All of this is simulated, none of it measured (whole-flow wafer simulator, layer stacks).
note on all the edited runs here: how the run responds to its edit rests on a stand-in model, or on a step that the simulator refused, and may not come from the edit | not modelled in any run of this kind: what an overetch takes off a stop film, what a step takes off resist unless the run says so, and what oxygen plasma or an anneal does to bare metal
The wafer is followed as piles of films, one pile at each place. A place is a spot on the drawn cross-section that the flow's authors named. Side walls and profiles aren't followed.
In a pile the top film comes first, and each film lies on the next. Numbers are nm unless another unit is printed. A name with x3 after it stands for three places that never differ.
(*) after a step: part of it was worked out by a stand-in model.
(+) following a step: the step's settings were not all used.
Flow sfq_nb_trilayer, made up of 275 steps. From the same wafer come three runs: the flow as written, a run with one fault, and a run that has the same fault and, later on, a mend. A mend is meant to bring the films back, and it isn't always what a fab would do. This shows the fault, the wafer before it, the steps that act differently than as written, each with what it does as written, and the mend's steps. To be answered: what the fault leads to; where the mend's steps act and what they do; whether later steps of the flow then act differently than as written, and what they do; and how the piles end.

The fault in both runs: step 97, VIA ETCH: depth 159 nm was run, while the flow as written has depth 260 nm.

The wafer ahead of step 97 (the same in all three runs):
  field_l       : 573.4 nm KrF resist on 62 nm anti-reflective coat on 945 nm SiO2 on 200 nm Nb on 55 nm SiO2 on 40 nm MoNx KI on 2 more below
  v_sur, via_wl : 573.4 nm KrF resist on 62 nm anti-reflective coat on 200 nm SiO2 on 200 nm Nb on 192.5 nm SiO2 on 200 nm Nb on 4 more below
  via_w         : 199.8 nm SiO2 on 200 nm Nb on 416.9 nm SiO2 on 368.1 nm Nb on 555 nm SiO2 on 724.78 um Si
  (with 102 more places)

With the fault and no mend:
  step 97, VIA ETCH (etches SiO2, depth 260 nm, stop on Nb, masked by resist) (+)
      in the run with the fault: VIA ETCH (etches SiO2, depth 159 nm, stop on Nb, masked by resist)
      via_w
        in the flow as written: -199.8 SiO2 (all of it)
        in the run with the fault: -159 SiO2
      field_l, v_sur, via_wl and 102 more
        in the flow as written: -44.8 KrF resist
        in the run with the fault: -27.4 KrF resist
  Steps later in the flow that act otherwise than as written (not shown: 3 more steps that differ only slightly, by at most 2% or 0.5 nm, whichever is larger):
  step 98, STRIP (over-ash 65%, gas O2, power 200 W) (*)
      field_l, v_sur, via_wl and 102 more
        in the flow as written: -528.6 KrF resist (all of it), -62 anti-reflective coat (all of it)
        in the run with the fault: -546 KrF resist (all of it), -62 anti-reflective coat (all of it)
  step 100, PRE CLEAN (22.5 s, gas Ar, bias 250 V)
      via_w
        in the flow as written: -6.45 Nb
        in the run with the fault: -7.5 SiO2
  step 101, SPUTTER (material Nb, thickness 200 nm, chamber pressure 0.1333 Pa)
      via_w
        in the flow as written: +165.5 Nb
        in the run with the fault: +174.2 Nb (new film)
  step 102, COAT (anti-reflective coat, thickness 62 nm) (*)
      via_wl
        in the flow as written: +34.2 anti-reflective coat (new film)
        in the run with the fault: +33.4 anti-reflective coat (new film)
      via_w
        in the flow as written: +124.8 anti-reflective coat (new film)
        in the run with the fault: +114.4 anti-reflective coat (new film)
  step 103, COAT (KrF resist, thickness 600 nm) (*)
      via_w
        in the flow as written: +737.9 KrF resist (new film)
        in the run with the fault: +705.7 KrF resist (new film)
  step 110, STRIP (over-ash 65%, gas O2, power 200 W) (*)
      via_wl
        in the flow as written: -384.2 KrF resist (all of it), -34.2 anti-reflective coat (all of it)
        in the run with the fault: -389.5 KrF resist (all of it), -33.4 anti-reflective coat (all of it)
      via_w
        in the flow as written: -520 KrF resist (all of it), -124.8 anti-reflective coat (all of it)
        in the run with the fault: -487.8 KrF resist (all of it), -114.4 anti-reflective coat (all of it)
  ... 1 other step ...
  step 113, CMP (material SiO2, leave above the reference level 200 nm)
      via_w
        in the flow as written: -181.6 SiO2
        in the run with the fault: -157.1 SiO2
  The piles end different from the flow's at via_w by more than 2% or 0.5 nm, whichever is larger.
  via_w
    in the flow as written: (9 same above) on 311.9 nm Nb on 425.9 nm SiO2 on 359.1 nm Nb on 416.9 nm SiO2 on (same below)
    in the run with the fault: (9 same above) on 311.9 nm Nb on 377.4 nm SiO2 on 174.2 nm Nb on 33.3 nm SiO2 on 200 nm Nb on 416.9 nm SiO2 on (same below)

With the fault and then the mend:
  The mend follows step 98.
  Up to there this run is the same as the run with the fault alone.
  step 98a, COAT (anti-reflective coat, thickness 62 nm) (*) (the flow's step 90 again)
      p4_fl x3, p4_w1 x9, p4_g1 x2 and 63 more
        +62 anti-reflective coat (new film)
      sp_r, be_r, r_sur and 11 more
        +61.8 anti-reflective coat (new film)
      gap, jj_sur, ce_l, c5j, ce_r
        +61.7 anti-reflective coat (new film)
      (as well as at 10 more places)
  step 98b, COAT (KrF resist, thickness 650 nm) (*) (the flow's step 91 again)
      p4_fl x3, p4_w1 x9, p4_g1 x2 and 63 more
        +650 KrF resist (new film)
      r_sur, res, r_end, moat, field_r, l0_sur, l0v
        +649.5 KrF resist (new film)
      lsp_l, ln_m5, lsp_m, ln_m6, lsp_r
        +649.6 KrF resist (new film)
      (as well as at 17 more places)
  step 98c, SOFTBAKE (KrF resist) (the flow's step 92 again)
      does not change any film at any place that is followed
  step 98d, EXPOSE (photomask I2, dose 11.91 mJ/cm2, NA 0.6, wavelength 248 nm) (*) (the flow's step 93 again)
      does not change any film at any place that is followed
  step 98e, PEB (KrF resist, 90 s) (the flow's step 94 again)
      gap, jj_sur, ce_l and 93 more
        -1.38 KrF resist
      via_v, wire, be, be_sur
        -1.37 KrF resist
      field_l, via_sp
        -1.36 KrF resist
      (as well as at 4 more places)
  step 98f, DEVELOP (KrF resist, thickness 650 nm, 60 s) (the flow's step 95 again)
      field_l, v_sur, via_wl and 102 more
        -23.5 KrF resist
      via_w
        -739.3 KrF resist (all of it)
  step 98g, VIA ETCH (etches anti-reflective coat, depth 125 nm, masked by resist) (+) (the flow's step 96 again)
      field_l, v_sur, via_wl and 102 more
        -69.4 KrF resist
      via_w
        -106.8 anti-reflective coat (all of it)
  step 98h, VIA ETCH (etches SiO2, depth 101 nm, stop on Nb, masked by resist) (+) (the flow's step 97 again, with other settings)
      field_l, v_sur, via_wl and 102 more
        -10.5 KrF resist
      via_w
        -40.8 SiO2 (all of it)
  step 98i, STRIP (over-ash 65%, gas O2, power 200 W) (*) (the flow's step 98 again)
      p4_fl x3, p4_w1 x9, p4_g1 x2 and 63 more
        -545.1 KrF resist (all of it), -62 anti-reflective coat (all of it)
      moat, field_r, lsp_l, ln_m5, lsp_m, ln_m6, lsp_r, l0_sur
        -544.7 KrF resist (all of it), -61.8 anti-reflective coat (all of it)
      r_sur, res, r_end, l0v
        -544.6 KrF resist (all of it), -61.8 anti-reflective coat (all of it)
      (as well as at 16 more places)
  Later steps of the flow that are run all act as written at every place that is followed.
  By the end, the piles equal the flow's at every place that both follow.
